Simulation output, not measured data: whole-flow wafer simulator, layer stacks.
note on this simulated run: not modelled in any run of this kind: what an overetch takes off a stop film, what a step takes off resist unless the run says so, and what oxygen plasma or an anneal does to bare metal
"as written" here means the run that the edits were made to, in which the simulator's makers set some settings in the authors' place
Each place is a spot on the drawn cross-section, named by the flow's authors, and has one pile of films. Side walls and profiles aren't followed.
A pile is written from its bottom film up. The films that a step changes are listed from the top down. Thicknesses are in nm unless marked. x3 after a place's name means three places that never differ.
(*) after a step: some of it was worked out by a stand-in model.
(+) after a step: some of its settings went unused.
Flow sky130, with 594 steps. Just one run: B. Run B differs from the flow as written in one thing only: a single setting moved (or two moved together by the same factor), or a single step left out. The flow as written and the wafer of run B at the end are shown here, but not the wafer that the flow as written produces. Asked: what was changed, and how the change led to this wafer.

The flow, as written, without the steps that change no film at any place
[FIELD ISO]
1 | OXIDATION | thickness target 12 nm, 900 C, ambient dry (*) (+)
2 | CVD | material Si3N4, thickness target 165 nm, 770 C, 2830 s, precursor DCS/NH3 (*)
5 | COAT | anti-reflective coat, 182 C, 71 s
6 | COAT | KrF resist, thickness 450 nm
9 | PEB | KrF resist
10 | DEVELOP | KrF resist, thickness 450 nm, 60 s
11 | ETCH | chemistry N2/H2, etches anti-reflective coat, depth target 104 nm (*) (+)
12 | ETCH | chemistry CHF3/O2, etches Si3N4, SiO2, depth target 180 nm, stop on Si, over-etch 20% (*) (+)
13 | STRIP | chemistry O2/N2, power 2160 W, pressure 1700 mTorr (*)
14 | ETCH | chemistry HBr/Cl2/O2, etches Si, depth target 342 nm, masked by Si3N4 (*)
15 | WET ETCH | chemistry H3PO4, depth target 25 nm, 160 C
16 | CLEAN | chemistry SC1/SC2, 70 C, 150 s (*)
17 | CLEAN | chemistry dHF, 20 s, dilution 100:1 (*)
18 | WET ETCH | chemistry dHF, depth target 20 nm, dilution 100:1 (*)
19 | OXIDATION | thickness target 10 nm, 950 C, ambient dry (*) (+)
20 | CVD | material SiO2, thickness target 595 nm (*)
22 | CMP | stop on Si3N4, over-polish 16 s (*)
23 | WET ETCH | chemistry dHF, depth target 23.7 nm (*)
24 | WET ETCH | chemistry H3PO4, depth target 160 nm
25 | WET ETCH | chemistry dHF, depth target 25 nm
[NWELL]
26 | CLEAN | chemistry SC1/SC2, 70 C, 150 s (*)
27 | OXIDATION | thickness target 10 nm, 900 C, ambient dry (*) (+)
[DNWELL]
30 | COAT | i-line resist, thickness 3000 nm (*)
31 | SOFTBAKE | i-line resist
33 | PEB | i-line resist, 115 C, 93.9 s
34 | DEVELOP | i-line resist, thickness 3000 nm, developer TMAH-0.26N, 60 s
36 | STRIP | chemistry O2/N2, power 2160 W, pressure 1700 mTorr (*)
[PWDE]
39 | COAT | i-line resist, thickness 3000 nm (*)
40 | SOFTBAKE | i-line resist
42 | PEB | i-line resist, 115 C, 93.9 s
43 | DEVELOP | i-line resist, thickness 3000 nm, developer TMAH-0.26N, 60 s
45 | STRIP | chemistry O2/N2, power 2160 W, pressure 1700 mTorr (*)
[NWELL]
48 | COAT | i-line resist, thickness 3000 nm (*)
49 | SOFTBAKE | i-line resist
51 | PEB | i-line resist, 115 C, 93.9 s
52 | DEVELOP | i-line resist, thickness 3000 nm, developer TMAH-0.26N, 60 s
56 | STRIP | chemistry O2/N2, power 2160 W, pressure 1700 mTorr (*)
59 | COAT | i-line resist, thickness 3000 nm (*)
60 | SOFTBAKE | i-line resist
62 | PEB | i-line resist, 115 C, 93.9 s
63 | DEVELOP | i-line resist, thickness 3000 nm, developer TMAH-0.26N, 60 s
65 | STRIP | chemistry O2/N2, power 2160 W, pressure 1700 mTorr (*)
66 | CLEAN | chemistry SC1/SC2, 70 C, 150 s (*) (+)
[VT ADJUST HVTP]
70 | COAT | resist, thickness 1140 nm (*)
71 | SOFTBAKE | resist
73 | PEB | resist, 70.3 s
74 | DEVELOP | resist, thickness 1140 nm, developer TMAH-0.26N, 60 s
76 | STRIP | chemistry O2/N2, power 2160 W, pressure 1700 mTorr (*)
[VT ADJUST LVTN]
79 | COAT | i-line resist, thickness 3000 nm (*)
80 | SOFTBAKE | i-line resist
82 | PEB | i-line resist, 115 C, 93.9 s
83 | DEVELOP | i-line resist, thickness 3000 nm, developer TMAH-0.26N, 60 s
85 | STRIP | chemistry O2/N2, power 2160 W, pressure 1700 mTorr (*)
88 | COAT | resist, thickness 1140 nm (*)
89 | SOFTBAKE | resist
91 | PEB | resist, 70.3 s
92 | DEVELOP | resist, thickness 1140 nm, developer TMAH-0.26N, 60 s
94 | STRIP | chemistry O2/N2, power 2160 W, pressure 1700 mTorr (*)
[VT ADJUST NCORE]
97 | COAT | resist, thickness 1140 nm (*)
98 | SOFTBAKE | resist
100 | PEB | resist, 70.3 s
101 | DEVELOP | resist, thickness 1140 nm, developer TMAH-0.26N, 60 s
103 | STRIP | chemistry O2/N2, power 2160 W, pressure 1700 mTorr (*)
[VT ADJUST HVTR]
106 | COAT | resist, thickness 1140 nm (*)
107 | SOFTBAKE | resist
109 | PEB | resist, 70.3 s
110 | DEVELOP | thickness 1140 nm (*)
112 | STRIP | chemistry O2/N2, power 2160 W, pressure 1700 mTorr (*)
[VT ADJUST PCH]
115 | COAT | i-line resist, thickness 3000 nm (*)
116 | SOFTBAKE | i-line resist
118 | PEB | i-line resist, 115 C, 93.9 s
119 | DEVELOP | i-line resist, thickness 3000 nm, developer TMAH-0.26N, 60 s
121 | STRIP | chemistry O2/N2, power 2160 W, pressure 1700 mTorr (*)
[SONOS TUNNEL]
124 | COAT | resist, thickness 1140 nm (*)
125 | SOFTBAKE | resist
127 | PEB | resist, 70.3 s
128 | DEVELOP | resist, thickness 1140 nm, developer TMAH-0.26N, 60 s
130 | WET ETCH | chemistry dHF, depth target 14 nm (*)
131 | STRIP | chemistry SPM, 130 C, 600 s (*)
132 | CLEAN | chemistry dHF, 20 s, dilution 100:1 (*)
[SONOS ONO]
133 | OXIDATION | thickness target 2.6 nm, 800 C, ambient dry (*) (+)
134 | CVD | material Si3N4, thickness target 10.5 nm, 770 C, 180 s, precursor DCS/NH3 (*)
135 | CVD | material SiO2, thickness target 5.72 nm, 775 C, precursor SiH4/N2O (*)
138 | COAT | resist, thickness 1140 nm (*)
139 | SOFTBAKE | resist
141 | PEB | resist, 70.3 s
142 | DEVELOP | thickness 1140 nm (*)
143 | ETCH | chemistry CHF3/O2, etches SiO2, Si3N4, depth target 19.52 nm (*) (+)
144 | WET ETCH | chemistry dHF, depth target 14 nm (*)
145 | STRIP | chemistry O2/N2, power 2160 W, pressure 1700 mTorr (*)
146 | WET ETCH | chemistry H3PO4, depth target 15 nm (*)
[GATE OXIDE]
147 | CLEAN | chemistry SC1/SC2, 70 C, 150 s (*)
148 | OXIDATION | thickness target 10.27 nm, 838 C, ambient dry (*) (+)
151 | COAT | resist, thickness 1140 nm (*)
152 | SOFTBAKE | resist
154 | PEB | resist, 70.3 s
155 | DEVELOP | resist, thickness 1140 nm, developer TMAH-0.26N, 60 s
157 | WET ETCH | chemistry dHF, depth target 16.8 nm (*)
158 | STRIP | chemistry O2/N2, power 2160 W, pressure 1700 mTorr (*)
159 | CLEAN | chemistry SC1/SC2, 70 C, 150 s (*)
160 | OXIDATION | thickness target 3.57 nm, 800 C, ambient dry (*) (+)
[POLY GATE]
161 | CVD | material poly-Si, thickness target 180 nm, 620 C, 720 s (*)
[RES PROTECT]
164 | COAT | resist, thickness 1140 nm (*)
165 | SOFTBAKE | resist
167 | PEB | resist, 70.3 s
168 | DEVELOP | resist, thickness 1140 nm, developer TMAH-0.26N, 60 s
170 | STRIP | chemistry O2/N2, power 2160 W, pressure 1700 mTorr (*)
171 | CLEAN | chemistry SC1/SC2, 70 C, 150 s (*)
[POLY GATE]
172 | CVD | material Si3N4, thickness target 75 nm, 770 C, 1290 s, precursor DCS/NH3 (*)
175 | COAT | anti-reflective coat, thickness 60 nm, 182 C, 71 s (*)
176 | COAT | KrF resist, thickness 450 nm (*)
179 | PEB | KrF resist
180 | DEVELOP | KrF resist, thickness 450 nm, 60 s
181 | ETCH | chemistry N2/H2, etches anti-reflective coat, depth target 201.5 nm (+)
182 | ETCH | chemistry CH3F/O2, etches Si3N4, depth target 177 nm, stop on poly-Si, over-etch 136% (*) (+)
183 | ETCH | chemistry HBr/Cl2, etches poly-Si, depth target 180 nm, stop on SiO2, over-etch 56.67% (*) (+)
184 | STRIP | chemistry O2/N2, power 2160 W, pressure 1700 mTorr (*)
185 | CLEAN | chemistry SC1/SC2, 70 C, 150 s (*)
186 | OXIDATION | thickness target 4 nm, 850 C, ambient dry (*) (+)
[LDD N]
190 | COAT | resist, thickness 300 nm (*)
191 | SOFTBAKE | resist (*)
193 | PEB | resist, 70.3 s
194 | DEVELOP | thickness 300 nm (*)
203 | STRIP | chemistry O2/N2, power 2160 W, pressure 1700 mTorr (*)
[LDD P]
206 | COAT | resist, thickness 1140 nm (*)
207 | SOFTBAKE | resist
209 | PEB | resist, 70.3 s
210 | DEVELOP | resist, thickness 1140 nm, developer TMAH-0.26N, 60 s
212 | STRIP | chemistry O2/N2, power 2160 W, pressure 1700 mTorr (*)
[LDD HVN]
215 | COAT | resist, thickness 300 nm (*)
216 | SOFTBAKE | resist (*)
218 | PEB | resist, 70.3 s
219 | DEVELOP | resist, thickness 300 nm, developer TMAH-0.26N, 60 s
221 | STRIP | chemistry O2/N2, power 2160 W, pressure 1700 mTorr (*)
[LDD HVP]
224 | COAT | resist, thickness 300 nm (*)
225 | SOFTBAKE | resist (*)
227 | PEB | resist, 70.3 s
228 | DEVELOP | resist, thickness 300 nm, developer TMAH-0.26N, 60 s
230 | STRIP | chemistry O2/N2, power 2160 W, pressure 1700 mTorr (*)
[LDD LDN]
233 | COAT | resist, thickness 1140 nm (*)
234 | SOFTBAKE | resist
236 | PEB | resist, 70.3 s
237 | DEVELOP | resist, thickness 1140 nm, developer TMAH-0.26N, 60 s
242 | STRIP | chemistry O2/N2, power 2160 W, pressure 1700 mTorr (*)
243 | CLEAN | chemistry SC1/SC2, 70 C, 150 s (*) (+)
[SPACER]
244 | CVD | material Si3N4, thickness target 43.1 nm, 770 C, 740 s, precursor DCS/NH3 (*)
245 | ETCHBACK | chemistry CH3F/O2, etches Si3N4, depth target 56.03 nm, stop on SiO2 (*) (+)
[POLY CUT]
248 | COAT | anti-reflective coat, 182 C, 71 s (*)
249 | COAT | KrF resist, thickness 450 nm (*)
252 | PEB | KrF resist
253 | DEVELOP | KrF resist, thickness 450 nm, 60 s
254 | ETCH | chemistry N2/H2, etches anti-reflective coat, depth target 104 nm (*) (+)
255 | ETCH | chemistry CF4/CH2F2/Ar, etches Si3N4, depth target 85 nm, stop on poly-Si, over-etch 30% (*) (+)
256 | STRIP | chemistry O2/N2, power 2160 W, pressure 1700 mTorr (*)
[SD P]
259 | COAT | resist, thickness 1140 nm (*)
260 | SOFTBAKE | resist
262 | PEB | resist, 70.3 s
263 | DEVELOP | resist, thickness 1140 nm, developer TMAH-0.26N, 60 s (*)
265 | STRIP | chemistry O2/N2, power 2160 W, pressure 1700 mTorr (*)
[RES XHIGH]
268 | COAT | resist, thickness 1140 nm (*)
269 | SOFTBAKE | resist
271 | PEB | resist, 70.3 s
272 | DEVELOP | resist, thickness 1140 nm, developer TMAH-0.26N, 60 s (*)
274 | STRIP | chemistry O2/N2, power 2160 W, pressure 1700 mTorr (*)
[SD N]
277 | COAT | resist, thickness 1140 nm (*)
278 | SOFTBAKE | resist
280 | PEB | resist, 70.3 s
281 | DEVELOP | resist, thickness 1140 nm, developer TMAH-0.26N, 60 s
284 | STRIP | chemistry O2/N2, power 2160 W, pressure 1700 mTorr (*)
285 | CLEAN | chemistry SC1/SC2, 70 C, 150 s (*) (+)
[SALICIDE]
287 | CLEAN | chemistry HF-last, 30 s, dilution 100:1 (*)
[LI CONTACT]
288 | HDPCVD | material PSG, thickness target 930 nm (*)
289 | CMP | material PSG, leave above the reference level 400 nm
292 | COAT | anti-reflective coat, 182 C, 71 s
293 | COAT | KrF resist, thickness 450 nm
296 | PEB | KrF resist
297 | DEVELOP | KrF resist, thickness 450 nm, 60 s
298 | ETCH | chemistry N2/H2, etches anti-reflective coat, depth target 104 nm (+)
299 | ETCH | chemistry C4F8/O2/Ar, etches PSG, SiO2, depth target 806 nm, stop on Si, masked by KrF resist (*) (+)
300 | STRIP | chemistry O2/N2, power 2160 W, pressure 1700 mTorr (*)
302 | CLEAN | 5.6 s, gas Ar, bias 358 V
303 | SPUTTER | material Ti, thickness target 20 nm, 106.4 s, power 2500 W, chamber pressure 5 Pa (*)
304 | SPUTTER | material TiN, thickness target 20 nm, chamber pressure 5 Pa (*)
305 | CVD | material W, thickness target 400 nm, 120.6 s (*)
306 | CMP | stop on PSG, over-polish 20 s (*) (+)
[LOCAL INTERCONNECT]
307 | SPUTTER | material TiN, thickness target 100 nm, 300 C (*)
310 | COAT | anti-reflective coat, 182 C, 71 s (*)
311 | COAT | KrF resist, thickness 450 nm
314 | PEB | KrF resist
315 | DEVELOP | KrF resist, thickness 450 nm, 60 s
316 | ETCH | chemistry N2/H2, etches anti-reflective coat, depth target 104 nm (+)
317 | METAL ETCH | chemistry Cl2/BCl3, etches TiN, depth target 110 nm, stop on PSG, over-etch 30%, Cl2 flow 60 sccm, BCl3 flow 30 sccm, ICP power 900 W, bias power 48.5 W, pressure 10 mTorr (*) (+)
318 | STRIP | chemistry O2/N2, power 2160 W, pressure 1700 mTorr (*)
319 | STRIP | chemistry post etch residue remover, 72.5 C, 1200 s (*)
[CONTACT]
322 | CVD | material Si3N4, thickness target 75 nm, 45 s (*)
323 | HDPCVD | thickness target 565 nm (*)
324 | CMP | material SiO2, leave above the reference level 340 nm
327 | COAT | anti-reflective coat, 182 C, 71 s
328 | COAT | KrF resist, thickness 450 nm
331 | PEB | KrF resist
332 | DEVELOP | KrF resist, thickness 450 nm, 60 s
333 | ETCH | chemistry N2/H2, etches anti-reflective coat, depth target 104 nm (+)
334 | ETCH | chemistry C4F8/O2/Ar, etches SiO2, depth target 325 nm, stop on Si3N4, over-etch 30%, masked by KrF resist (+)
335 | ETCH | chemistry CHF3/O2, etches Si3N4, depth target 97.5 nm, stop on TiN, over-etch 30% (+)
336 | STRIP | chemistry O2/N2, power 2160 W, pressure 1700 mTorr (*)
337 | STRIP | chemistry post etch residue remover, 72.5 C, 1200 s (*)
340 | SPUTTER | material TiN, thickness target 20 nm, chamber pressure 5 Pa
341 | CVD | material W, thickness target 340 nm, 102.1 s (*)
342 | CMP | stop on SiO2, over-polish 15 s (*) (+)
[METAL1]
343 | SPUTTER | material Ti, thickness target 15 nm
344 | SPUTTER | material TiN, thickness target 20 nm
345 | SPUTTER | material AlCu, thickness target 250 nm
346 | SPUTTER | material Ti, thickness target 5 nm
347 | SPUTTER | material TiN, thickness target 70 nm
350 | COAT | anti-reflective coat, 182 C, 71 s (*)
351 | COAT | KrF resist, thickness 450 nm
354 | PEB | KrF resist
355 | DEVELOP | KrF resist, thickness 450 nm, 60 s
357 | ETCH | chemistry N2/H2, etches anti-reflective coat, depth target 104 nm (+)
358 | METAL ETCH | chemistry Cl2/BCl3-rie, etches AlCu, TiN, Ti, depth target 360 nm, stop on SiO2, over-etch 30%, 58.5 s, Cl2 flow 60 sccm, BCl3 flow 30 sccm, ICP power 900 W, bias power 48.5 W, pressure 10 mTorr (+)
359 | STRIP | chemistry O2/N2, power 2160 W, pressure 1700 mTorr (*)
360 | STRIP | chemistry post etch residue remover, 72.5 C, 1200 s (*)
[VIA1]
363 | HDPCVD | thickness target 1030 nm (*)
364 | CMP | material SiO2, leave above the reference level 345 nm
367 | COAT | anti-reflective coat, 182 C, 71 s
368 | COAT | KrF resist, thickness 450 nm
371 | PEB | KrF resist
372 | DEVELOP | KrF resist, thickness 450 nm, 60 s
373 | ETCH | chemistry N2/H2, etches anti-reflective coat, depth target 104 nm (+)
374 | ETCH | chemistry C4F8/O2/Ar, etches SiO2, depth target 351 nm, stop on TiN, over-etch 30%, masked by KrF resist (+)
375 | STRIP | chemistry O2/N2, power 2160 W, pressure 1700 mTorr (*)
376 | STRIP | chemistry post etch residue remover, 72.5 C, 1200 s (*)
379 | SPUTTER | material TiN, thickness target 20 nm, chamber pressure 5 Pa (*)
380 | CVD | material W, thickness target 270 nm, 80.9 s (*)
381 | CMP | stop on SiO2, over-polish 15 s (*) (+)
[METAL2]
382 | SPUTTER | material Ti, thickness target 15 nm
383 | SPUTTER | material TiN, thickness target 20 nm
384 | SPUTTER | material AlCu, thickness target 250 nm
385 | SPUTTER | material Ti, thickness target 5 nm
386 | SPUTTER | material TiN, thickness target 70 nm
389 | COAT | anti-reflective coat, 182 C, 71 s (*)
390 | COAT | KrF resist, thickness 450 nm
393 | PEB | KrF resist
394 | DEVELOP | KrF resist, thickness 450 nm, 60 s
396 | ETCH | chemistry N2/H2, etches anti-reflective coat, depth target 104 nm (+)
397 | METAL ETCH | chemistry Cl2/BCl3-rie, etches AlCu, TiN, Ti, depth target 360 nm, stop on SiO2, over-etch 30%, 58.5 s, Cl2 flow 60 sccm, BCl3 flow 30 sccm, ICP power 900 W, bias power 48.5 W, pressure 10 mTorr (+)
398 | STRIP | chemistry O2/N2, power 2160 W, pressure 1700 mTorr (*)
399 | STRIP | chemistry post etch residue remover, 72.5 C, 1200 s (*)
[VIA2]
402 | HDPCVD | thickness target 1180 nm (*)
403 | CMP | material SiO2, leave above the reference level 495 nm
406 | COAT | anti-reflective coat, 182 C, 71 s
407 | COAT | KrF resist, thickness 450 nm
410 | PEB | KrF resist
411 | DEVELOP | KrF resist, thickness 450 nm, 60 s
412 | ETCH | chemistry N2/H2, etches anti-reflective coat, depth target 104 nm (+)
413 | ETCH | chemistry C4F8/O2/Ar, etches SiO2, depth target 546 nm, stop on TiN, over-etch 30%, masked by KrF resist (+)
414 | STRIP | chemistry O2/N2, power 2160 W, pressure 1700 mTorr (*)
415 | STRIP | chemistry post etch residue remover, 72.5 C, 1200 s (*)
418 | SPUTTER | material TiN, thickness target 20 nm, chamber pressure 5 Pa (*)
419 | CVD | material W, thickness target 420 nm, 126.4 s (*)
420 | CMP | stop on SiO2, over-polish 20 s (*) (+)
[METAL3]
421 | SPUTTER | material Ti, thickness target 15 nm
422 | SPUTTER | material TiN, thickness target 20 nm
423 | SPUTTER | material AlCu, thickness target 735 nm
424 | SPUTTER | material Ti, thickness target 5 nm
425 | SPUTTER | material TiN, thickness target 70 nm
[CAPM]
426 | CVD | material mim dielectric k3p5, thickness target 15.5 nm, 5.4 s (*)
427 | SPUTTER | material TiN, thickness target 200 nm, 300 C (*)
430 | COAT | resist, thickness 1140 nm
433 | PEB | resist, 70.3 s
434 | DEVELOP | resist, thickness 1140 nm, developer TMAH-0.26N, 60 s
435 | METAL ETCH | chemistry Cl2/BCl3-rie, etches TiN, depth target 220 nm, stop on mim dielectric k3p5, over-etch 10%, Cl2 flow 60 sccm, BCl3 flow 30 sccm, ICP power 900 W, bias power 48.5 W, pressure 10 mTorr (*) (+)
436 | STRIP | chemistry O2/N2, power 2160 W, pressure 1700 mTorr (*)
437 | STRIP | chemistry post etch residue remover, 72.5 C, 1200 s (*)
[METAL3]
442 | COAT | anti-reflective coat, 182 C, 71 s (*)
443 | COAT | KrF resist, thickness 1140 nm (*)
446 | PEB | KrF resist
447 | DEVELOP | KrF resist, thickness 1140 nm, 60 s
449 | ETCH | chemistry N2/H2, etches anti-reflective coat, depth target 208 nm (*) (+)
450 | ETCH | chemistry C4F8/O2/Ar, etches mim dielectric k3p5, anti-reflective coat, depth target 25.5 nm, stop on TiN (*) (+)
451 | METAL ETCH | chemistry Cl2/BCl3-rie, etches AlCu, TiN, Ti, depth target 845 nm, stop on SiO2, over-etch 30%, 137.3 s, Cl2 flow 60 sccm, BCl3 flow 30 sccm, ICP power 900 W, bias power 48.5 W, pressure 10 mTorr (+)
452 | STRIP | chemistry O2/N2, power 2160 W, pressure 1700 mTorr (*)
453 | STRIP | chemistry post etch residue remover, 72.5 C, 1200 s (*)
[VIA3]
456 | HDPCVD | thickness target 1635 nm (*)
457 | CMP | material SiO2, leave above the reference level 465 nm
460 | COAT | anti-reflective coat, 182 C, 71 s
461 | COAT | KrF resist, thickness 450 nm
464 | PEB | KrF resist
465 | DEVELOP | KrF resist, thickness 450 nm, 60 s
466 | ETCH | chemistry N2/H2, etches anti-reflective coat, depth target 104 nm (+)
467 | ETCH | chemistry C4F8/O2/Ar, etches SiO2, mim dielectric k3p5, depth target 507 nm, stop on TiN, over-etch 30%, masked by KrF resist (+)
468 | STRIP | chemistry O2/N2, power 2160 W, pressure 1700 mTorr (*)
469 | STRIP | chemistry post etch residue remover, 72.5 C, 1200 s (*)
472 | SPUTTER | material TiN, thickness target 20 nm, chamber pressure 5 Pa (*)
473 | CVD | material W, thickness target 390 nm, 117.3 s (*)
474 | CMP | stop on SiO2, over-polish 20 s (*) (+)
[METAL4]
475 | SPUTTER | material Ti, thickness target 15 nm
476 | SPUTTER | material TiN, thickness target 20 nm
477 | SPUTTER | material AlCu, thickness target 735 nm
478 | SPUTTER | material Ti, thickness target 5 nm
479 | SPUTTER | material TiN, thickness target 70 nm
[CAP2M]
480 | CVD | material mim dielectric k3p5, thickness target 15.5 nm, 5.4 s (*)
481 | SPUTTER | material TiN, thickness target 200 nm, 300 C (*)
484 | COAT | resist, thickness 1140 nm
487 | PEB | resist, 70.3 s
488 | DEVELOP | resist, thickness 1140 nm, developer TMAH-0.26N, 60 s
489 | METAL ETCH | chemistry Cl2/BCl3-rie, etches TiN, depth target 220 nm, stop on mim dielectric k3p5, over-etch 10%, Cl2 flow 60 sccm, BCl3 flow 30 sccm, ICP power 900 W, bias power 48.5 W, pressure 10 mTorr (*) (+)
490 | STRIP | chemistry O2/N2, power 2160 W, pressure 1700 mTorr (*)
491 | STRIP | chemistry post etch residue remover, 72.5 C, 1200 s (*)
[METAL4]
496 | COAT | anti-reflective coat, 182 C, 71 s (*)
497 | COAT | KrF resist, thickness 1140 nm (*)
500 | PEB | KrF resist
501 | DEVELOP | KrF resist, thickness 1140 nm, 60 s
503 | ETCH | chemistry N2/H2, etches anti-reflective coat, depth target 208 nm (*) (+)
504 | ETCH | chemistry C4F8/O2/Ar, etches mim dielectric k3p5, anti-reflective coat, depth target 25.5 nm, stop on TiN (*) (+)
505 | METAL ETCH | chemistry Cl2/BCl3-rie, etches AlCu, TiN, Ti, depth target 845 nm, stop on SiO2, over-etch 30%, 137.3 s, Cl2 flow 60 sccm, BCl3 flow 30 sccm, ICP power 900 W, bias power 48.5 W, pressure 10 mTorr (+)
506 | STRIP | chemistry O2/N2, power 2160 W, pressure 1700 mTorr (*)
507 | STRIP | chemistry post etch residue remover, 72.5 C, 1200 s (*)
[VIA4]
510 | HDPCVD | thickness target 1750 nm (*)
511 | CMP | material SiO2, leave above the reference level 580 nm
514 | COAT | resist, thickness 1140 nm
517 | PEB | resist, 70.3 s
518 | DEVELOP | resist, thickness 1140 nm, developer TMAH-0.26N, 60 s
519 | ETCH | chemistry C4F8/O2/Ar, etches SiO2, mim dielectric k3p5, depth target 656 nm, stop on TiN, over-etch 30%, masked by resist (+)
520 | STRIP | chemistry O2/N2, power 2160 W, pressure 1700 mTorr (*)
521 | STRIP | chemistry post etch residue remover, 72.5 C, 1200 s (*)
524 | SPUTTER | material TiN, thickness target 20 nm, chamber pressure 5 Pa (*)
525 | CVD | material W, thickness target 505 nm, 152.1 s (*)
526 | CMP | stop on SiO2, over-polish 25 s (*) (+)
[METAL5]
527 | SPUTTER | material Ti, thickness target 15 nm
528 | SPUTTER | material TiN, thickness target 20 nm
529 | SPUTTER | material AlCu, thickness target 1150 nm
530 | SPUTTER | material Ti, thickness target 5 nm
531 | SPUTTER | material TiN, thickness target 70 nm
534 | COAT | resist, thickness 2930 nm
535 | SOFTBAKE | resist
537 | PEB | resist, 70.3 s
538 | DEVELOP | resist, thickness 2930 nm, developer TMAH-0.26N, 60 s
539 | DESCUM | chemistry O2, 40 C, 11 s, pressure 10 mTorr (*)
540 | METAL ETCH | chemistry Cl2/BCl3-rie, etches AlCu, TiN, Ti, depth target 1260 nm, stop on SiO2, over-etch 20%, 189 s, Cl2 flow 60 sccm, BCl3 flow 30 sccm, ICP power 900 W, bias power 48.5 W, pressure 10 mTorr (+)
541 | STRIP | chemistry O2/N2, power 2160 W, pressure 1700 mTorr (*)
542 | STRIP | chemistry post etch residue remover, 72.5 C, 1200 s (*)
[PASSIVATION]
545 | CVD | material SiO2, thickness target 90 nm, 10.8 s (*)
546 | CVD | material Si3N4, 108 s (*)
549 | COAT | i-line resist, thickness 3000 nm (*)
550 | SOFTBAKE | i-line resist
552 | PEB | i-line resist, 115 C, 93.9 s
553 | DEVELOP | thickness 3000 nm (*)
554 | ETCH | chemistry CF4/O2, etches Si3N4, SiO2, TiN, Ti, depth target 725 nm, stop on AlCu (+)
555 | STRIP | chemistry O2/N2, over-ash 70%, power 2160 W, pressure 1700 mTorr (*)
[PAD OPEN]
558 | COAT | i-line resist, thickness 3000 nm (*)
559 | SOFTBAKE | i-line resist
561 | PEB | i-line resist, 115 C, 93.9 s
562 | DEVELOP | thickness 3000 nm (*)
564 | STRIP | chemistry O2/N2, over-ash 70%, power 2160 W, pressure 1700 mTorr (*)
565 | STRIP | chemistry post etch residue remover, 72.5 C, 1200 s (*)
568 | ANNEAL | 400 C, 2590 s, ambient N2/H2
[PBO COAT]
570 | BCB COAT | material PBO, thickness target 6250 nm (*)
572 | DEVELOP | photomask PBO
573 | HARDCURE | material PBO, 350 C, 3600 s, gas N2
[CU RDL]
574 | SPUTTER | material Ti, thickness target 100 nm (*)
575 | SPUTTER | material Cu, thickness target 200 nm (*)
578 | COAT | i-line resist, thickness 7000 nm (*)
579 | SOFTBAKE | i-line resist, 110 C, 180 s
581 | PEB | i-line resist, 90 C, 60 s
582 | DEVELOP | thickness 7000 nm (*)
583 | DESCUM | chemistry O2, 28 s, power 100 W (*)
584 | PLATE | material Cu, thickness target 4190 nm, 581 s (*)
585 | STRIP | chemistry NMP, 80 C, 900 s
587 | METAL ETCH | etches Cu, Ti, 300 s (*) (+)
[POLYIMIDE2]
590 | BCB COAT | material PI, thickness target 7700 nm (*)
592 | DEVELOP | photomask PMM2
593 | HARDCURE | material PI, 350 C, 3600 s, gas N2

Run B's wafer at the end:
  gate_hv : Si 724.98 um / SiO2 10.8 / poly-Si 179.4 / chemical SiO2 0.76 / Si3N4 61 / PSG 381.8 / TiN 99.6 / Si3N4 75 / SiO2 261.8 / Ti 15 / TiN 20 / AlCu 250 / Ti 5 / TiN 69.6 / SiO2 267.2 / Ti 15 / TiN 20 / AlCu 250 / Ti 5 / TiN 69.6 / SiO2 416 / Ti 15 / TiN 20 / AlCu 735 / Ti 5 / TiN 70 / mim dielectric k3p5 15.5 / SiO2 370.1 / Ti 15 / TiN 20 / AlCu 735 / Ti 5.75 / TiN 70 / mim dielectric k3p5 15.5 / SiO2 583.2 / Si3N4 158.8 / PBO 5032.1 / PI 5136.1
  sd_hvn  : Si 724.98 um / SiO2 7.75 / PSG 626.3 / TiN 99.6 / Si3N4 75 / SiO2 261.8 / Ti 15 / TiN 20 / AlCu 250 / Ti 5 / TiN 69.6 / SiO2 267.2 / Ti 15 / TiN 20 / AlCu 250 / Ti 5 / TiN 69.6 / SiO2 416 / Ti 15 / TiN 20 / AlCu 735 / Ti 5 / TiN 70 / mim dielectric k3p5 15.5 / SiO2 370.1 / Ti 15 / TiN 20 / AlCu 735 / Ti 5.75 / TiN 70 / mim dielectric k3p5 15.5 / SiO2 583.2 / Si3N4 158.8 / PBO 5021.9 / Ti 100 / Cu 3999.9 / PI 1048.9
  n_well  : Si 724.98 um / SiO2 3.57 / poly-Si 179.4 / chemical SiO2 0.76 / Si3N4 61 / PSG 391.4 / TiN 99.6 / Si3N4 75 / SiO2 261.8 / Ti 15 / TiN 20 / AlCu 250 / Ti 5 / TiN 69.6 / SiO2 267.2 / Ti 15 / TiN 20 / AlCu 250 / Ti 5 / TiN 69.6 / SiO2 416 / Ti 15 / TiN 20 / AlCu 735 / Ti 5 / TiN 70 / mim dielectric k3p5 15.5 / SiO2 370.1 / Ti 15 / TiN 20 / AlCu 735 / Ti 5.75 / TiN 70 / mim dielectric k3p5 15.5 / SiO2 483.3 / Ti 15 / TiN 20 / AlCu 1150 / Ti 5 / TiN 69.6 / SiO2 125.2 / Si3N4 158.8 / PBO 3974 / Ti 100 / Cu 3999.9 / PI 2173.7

Cause: step 478, SPUTTER: thickness target 5.75 nm was run, though the flow has thickness target 5 nm.
The wafer itself shows it: gate_hv has Ti 5.75, and step 478 as written asks for 5 nm.

How this came from the change, step by step:
  478 | SPUTTER | material Ti, thickness target 5 nm
      field, active, n_well and 189 more: +5.75 Ti (new film) (it would be, as written: +5 Ti (new film))
  505 | METAL ETCH | chemistry Cl2/BCl3-rie, etches AlCu, TiN, Ti, depth target 845 nm, stop on SiO2, over-etch 30%, 137.3 s, Cl2 flow 60 sccm, BCl3 flow 30 sccm, ICP power 900 W, bias power 48.5 W, pressure 10 mTorr (+)
      field, gate, spacer and 68 more: -70 TiN (all of it), -5.75 Ti (all of it), -735 AlCu (all of it), -20 TiN (all of it), -15 Ti (all of it), -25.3 SiO2 (it would be, as written: -70 TiN (all of it), -5 Ti (all of it), -735 AlCu (all of it), -20 TiN (all of it), -15 Ti (all of it), -25.4 SiO2)
      active, vpp_iso1, mim_edge_plate and 14 more: -70 TiN (all of it), -5.75 Ti (all of it), -735 AlCu (all of it), -20 TiN (all of it), -15 Ti (all of it), -25.3 SiO2 (it would be, as written: -70 TiN (all of it), -5 Ti (all of it), -735 AlCu (all of it), -20 TiN (all of it), -15 Ti (all of it), -25.3 SiO2)
